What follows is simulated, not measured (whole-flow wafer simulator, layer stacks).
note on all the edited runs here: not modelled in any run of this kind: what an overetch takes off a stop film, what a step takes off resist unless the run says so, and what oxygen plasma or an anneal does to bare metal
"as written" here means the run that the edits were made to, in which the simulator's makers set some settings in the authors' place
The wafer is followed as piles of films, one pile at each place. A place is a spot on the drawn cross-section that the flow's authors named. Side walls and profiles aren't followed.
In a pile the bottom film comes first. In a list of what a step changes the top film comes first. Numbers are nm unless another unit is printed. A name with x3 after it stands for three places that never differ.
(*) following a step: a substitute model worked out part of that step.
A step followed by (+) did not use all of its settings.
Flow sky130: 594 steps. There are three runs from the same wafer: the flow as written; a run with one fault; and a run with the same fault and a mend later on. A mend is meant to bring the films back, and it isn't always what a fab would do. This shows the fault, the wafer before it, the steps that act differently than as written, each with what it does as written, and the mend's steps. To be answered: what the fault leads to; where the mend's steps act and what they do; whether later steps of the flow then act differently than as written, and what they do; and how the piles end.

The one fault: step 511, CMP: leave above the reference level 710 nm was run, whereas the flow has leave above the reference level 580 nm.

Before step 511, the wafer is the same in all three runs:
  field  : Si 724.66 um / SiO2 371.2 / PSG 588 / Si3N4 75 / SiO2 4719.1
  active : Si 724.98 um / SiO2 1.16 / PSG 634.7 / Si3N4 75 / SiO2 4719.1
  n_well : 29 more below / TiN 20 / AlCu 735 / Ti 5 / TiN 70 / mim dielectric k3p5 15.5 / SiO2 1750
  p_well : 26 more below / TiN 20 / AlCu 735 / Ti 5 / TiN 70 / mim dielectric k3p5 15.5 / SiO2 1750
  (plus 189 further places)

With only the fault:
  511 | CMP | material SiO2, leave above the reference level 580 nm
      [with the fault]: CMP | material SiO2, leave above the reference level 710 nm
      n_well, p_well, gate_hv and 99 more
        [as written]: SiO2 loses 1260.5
        [with the fault]: SiO2 loses 1130.5
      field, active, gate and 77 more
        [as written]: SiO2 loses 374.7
        [with the fault]: SiO2 loses 244.7
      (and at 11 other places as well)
  Later steps of the flow acting differently than as written:
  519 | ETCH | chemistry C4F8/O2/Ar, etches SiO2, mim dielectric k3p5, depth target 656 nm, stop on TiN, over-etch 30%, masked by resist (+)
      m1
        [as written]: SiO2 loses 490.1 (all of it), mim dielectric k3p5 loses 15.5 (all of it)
        [with the fault]: SiO2 loses 620.1 (all of it), mim dielectric k3p5 loses 15.5 (all of it)
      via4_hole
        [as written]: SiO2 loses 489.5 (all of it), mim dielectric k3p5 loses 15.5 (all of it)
        [with the fault]: SiO2 loses 619.5 (all of it), mim dielectric k3p5 loses 15.5 (all of it)
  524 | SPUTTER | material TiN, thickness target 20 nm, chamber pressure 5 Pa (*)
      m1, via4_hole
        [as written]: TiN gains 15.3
        [with the fault]: TiN gains 14.5
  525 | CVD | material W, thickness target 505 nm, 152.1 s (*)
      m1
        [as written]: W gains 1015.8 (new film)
        [with the fault]: W gains 1146.6 (new film)
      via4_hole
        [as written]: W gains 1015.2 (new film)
        [with the fault]: W gains 1146 (new film)
  The piles end different from the flow's at field, active, n_well and 190 more by more than 2% or 0.5 nm, whichever is larger.
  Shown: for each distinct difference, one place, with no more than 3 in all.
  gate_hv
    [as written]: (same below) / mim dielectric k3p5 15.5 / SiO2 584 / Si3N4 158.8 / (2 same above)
    [with the fault]: (same below) / mim dielectric k3p5 15.5 / SiO2 714 / Si3N4 158.8 / (2 same above)
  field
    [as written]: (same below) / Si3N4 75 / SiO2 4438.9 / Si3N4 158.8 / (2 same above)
    [with the fault]: (same below) / Si3N4 75 / SiO2 4568.9 / Si3N4 158.8 / (2 same above)
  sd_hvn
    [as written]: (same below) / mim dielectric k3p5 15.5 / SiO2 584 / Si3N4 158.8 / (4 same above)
    [with the fault]: (same below) / mim dielectric k3p5 15.5 / SiO2 714 / Si3N4 158.8 / (4 same above)

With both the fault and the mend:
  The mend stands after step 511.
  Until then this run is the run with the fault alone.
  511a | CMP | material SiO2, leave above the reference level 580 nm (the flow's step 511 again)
      field, active, n_well and 190 more
        SiO2 loses 130
  None of the later steps of the flow acts differently than as written at any place that is followed.
  By the end, the piles equal the flow's at every place that both follow.
